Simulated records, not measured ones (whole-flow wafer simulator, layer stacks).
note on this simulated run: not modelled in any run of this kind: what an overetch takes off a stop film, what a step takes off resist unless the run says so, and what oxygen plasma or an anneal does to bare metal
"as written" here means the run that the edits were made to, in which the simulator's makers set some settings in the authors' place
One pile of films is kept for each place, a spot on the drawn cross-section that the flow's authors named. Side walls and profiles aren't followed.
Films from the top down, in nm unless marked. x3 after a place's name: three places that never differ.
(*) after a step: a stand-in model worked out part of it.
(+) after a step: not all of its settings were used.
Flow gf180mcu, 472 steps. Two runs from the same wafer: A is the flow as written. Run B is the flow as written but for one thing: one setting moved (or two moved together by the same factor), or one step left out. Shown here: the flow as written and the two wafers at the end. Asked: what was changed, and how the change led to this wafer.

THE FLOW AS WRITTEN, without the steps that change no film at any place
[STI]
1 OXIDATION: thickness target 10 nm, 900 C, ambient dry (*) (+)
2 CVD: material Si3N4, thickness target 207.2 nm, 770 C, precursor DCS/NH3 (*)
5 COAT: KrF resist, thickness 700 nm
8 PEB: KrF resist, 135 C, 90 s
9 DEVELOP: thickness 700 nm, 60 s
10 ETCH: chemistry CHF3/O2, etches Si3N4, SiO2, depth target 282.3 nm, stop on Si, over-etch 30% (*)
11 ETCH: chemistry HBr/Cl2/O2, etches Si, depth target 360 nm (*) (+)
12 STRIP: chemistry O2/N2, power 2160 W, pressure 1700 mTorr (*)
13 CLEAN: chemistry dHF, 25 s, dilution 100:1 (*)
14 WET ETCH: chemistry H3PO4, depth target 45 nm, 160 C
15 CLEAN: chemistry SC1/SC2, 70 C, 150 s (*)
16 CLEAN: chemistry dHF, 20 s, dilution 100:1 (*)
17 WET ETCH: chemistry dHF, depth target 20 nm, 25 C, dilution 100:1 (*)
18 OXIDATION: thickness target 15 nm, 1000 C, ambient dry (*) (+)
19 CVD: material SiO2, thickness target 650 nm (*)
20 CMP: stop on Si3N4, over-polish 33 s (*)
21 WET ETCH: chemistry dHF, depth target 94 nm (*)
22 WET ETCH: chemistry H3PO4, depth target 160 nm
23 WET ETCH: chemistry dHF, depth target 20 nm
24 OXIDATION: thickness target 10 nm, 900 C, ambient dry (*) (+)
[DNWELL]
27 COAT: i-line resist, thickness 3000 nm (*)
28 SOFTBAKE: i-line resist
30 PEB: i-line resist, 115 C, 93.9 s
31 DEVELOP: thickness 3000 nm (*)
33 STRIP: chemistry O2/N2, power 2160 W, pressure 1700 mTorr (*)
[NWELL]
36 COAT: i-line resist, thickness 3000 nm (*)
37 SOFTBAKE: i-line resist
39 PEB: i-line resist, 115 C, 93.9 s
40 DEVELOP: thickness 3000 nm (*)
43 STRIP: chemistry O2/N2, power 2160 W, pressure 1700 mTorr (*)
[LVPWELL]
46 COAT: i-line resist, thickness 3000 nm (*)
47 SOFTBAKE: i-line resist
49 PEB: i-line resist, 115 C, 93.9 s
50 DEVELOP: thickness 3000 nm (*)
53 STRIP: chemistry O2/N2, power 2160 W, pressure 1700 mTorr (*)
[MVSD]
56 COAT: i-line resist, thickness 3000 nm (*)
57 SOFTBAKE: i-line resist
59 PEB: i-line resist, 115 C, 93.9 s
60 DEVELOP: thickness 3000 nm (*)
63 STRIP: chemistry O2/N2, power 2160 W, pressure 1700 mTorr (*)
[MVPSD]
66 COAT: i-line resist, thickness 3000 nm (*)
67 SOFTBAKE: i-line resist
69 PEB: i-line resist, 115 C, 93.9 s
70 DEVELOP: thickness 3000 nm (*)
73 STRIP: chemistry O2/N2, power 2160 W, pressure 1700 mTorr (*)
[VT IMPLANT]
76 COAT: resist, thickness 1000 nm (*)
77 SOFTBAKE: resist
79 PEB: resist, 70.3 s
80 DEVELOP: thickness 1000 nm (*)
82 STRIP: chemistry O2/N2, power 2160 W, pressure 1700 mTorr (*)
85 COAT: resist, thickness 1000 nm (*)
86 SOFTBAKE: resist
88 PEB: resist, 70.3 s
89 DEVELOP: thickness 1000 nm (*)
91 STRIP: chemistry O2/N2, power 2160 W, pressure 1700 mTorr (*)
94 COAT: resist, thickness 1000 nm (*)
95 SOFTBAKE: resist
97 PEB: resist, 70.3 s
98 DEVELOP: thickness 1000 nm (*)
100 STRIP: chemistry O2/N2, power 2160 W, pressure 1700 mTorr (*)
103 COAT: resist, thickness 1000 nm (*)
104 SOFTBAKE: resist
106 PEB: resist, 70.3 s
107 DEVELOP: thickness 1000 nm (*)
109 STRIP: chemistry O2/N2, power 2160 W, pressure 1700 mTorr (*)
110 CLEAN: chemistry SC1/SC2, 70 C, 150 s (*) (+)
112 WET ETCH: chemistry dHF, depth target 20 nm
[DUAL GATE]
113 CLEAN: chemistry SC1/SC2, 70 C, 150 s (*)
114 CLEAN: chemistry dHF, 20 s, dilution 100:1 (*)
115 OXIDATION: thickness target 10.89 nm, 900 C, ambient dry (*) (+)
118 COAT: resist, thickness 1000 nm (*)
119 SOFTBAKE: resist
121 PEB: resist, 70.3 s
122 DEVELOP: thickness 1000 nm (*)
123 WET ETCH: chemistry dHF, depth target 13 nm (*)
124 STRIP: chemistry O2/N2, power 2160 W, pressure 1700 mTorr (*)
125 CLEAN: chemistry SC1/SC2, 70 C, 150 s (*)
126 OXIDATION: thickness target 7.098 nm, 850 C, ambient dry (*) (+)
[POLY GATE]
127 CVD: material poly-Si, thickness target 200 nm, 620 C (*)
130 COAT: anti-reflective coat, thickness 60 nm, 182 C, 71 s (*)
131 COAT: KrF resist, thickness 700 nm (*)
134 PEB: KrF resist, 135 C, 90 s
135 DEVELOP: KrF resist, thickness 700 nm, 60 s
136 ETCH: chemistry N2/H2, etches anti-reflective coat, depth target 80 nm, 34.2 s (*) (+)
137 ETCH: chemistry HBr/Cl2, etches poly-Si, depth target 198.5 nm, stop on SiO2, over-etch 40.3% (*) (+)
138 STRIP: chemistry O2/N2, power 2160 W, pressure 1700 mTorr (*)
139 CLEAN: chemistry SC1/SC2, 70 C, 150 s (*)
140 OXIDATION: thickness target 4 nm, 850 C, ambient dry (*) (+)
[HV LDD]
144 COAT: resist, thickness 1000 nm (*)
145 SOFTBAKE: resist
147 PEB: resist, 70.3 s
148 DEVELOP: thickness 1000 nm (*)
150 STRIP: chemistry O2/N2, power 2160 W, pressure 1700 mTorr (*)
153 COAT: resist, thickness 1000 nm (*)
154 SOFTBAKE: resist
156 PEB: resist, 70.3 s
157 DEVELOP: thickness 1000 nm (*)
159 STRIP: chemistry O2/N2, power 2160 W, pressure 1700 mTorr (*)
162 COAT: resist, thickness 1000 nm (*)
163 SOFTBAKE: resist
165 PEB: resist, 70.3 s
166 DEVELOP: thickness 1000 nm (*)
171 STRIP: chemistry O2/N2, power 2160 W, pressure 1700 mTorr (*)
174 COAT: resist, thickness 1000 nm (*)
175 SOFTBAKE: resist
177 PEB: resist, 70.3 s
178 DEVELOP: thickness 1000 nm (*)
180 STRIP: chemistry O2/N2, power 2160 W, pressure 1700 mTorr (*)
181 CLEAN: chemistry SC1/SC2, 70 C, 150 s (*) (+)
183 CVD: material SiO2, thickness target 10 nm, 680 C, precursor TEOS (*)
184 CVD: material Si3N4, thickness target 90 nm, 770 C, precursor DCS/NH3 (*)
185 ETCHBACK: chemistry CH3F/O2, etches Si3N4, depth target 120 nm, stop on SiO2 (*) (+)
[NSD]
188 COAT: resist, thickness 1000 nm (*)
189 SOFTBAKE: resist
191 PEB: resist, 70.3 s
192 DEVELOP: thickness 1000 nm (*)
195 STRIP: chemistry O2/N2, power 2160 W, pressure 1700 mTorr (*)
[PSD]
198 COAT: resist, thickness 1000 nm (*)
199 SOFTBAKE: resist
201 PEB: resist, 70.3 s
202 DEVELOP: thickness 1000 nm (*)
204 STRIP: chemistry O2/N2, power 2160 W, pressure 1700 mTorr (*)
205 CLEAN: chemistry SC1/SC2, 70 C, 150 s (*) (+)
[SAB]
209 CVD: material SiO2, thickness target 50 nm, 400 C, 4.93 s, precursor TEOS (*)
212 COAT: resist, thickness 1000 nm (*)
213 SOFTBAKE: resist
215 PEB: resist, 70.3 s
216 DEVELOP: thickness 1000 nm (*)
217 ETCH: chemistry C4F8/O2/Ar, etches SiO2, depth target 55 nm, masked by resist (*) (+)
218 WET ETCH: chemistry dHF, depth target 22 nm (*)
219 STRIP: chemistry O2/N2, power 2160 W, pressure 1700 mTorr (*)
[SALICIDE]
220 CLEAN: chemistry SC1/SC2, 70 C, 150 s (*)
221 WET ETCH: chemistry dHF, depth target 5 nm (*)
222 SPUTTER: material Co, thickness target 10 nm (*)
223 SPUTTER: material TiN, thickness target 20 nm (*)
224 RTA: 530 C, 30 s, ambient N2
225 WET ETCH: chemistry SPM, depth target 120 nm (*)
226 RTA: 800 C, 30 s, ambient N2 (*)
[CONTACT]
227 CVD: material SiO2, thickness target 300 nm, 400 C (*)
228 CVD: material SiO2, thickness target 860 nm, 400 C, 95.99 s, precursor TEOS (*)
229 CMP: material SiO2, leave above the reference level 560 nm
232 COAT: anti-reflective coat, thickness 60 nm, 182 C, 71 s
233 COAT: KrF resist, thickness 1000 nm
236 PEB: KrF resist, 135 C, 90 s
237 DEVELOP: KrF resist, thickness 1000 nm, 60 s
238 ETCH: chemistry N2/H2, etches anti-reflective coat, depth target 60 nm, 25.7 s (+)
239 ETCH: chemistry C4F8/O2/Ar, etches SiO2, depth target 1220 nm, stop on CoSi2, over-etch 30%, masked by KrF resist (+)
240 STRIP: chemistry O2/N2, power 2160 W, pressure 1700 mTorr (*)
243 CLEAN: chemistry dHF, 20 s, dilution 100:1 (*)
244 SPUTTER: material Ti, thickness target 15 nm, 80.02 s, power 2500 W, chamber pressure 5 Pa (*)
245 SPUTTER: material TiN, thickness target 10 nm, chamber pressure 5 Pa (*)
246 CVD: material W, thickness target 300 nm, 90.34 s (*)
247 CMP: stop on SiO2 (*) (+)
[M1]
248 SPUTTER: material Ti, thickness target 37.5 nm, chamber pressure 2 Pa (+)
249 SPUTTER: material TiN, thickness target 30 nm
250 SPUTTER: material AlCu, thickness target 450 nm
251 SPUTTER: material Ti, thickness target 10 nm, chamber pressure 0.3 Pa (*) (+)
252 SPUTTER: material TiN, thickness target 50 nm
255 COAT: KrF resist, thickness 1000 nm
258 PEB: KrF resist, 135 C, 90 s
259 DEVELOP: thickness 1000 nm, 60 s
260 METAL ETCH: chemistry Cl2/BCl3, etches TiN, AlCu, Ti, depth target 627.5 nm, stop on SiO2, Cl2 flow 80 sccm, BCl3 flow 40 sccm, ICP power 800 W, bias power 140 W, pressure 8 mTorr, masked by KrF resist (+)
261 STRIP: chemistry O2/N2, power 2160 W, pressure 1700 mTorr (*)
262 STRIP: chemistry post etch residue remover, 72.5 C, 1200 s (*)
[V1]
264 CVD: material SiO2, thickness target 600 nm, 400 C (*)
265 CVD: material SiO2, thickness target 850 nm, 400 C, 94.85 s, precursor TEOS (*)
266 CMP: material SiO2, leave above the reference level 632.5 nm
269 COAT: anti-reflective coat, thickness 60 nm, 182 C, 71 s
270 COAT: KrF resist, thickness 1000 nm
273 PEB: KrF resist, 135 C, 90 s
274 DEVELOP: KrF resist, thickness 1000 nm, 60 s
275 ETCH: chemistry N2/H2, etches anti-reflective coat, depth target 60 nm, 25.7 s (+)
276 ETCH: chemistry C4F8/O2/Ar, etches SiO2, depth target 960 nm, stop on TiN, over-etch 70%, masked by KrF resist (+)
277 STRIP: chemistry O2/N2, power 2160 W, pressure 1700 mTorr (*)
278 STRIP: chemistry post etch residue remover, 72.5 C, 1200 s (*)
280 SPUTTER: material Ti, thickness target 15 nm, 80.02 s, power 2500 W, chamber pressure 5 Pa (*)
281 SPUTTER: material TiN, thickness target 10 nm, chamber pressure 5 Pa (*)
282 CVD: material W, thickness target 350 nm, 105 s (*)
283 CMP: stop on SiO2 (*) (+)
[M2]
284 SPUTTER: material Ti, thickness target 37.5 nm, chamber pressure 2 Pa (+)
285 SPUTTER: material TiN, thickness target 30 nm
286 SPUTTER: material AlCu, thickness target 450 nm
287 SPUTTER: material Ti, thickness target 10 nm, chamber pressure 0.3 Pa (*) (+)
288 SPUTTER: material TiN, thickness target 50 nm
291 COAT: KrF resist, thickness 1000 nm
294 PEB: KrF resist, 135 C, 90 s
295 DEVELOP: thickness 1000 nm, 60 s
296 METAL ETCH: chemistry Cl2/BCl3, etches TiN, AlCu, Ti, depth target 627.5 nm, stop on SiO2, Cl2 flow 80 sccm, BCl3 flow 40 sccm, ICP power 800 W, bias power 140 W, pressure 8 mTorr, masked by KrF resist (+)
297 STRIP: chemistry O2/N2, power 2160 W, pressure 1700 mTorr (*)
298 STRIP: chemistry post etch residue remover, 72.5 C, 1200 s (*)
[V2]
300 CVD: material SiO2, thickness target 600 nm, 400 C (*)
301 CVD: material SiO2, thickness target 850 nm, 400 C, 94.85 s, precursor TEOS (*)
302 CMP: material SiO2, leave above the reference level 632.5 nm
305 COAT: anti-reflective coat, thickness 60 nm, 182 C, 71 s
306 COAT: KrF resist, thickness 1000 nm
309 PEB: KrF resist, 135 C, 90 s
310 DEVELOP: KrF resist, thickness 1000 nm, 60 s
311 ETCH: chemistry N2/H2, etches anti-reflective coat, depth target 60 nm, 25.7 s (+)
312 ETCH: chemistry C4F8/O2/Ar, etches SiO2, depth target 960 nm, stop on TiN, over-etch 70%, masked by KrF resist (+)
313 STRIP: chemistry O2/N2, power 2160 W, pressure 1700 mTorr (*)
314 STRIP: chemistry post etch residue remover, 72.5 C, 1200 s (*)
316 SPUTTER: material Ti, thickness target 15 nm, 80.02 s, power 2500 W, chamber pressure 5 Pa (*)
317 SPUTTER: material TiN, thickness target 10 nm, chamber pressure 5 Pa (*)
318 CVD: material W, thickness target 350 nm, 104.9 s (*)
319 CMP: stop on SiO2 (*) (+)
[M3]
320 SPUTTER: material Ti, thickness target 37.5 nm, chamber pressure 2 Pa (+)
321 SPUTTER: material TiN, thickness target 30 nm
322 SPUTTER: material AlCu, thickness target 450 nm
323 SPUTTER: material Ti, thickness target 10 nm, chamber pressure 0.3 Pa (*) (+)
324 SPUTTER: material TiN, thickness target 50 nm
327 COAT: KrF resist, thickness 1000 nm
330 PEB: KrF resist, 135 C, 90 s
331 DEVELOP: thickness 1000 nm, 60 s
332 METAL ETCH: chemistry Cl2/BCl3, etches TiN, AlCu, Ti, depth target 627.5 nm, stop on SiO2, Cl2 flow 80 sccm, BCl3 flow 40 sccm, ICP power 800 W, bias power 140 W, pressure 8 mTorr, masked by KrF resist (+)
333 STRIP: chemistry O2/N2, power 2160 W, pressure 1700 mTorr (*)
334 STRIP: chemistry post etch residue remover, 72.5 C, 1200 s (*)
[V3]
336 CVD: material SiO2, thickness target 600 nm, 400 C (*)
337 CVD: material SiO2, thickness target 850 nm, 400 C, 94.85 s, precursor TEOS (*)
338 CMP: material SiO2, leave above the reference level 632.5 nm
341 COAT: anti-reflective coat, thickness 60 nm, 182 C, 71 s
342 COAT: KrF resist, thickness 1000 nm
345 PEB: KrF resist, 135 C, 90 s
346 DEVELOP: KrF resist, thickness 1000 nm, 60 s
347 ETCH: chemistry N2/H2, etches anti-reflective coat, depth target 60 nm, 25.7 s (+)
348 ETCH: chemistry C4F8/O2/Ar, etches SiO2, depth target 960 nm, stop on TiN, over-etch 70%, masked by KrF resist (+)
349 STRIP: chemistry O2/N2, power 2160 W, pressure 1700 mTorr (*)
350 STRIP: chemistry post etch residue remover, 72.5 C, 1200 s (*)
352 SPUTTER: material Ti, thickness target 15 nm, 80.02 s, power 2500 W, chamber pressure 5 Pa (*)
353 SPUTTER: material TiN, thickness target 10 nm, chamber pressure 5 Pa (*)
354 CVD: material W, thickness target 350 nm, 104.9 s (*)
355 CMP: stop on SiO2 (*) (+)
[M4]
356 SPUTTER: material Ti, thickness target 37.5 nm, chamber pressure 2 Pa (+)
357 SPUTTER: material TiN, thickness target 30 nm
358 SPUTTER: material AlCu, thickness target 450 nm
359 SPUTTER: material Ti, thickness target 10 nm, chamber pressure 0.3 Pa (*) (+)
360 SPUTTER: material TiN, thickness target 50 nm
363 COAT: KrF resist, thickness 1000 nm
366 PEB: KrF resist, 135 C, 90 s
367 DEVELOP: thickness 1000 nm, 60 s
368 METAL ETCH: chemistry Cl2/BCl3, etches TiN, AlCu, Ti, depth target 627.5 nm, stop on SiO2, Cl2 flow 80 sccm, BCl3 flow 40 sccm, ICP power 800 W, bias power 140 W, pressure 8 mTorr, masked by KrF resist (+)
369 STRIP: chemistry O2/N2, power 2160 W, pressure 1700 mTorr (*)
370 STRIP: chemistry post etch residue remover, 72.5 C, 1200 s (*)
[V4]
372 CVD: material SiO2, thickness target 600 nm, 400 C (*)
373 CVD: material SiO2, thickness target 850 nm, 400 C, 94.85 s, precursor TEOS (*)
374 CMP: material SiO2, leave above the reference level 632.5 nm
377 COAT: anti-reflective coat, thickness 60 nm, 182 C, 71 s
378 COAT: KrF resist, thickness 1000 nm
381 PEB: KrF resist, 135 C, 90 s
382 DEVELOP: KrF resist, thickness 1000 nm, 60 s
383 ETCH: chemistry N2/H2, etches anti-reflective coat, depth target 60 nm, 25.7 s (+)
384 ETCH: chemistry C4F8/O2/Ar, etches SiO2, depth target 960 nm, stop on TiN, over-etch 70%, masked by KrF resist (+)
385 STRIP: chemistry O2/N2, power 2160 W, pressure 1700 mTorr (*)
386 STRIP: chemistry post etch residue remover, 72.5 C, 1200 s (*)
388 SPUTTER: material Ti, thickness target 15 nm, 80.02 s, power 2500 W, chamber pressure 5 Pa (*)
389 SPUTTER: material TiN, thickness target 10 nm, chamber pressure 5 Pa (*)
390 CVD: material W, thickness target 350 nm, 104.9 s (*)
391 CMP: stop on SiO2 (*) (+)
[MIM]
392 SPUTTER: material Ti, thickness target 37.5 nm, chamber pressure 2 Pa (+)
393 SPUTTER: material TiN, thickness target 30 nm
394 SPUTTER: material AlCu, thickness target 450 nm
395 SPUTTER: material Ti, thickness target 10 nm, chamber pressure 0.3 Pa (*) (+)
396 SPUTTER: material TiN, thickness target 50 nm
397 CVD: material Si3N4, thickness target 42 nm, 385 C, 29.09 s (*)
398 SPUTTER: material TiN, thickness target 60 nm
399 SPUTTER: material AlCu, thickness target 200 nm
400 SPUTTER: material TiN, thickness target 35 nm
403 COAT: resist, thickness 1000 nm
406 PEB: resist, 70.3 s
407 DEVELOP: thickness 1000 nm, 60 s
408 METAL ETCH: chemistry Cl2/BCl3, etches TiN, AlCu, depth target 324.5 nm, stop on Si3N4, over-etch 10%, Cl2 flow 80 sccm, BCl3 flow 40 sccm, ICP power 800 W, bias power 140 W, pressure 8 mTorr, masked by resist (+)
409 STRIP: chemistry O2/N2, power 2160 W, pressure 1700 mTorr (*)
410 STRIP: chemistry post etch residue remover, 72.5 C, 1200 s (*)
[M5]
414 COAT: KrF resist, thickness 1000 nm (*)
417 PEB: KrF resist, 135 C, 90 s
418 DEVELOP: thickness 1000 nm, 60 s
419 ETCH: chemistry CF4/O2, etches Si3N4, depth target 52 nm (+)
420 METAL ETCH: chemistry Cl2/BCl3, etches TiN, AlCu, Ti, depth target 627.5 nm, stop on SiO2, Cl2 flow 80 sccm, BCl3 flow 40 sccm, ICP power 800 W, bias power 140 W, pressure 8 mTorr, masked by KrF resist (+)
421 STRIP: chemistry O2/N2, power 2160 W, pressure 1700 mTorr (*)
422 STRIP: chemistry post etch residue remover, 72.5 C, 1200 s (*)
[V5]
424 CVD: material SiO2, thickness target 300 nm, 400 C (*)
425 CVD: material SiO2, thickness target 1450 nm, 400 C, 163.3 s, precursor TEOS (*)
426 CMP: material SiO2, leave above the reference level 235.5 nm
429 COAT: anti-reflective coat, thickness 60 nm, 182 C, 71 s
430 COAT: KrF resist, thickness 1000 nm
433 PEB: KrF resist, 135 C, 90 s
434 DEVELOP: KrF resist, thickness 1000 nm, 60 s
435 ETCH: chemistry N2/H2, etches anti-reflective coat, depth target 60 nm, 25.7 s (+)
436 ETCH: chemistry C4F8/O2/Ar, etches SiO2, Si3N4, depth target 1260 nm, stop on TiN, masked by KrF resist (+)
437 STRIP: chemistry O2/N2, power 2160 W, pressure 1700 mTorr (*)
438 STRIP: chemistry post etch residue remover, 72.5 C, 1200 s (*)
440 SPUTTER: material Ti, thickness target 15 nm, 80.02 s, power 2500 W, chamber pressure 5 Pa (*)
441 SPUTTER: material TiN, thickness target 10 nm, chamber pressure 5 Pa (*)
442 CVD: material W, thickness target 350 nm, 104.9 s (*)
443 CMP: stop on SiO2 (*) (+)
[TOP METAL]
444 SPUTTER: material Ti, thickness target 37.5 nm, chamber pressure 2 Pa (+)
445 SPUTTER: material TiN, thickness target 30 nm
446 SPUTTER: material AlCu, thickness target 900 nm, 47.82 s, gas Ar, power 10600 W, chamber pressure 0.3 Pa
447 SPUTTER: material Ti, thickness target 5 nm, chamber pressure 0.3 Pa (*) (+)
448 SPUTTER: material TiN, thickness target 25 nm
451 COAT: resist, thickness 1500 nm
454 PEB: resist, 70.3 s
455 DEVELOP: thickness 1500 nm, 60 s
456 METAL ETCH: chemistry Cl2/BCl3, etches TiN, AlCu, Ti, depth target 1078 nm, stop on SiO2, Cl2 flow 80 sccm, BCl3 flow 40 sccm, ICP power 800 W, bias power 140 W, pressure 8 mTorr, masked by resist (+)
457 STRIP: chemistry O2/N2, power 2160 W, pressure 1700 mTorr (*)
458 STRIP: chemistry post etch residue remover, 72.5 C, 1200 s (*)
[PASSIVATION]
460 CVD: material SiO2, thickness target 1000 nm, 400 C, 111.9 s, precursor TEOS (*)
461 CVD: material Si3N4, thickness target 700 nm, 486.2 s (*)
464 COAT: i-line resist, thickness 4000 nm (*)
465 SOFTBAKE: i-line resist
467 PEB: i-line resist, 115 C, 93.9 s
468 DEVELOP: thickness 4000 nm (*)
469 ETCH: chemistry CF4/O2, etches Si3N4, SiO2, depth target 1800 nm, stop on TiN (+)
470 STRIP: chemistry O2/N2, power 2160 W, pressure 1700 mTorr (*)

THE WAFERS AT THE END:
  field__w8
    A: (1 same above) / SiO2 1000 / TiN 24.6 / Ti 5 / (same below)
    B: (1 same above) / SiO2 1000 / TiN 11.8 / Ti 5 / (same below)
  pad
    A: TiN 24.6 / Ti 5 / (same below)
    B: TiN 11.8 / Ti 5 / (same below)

The cause: step 448, SPUTTER: thickness target 12.2 nm was run, where the flow has thickness target 25 nm.

How the change led to this, step by step:
  448 SPUTTER: material TiN, thickness target 25 nm
      field, field__w1, field__w2 and 109 more: A TiN +25 (new film) | B TiN +12.2 (new film)
  456 METAL ETCH: chemistry Cl2/BCl3, etches TiN, AlCu, Ti, depth target 1078 nm, stop on SiO2, Cl2 flow 80 sccm, BCl3 flow 40 sccm, ICP power 800 W, bias power 140 W, pressure 8 mTorr, masked by resist (+)
      field, field__w1, field__w2 and 103 more: A TiN -25 (all of it), Ti -5 (all of it), AlCu -900 (all of it), TiN -30 (all of it), Ti -37.5 (all of it) | B TiN -12.2 (all of it), Ti -5 (all of it), AlCu -900 (all of it), TiN -30 (all of it), Ti -37.5 (all of it)
  465 SOFTBAKE: i-line resist
      field__w3: A i-line resist +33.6 | B i-line resist +32.9
      ld_acc_n: A i-line resist +29.7 | B i-line resist +29.1
      (and at 1 more place)
